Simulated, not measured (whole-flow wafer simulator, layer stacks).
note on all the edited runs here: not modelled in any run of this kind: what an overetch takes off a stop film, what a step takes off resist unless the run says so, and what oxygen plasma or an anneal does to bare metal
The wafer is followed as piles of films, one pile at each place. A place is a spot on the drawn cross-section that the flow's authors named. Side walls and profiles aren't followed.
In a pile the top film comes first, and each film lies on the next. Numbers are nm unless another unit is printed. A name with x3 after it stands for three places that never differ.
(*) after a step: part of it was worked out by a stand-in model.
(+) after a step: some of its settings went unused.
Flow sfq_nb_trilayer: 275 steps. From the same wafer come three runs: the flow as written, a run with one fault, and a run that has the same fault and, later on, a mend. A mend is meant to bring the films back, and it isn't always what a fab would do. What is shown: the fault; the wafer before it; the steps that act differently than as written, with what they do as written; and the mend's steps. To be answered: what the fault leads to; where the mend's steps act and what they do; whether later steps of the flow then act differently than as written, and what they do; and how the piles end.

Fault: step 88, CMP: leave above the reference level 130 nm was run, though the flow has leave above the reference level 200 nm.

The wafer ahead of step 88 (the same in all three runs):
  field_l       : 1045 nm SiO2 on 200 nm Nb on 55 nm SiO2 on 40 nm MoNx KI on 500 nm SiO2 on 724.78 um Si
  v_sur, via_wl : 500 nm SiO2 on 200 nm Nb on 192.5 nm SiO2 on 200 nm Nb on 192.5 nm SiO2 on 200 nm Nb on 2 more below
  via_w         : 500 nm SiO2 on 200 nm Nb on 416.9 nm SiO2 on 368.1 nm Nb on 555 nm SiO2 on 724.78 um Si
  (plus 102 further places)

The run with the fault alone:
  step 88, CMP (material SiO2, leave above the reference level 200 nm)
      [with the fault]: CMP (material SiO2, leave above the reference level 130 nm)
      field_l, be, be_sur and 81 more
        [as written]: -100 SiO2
        [with the fault]: -170 SiO2
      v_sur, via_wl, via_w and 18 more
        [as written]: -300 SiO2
        [with the fault]: -370 SiO2
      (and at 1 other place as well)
  Steps later in the flow that act otherwise than as written (3 other steps are not shown; they differ only slightly, by no more than 2% or 0.5 nm, whichever is larger):
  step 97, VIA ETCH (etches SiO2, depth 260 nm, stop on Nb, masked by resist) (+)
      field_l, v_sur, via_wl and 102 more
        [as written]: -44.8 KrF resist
        [with the fault]: -33.6 KrF resist
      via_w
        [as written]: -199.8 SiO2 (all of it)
        [with the fault]: -129.8 SiO2 (all of it)
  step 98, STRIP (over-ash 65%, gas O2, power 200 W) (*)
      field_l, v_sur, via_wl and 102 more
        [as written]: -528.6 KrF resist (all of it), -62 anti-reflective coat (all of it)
        [with the fault]: -539.9 KrF resist (all of it), -62 anti-reflective coat (all of it)
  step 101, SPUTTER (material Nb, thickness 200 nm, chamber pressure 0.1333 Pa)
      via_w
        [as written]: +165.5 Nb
        [with the fault]: +181 Nb
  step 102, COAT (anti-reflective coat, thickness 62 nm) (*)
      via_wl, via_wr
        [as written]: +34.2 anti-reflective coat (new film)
        [with the fault]: +36.3 anti-reflective coat (new film)
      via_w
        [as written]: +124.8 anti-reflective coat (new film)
        [with the fault]: +108.7 anti-reflective coat (new film)
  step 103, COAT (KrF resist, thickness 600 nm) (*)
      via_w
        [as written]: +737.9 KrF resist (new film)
        [with the fault]: +679.9 KrF resist (new film)
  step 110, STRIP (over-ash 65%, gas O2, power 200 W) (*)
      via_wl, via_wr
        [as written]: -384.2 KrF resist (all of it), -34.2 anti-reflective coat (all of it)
        [with the fault]: -390.8 KrF resist (all of it), -36.3 anti-reflective coat (all of it)
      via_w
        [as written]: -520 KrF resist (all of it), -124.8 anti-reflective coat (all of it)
        [with the fault]: -462.1 KrF resist (all of it), -108.7 anti-reflective coat (all of it)
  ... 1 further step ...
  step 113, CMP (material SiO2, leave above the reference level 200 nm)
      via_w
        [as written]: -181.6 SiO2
        [with the fault]: -157.1 SiO2
  At field_l, v_sur, via_wl and 103 more, the piles at the end differ from the flow's by more than 2% or 0.5 nm, whichever is larger.
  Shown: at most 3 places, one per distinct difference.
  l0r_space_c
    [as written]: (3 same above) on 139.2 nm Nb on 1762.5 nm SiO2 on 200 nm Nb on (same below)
    [with the fault]: (3 same above) on 139.2 nm Nb on 1692.5 nm SiO2 on 200 nm Nb on (same below)
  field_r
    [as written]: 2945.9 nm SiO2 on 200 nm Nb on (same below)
    [with the fault]: 2875.9 nm SiO2 on 200 nm Nb on (same below)
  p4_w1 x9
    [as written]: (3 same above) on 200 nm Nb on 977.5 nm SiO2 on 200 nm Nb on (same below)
    [with the fault]: (3 same above) on 200 nm Nb on 907.5 nm SiO2 on 200 nm Nb on (same below)

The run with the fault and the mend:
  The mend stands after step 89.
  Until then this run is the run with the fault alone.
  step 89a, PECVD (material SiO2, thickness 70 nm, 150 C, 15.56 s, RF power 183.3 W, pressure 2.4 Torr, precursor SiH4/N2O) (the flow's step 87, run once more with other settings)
      field_l, v_sur, via_wl and 103 more
        +70 SiO2
  Later steps of the flow that are run all act as written at every place that is followed.
  At every place that both follow, the piles at the end match the flow's.
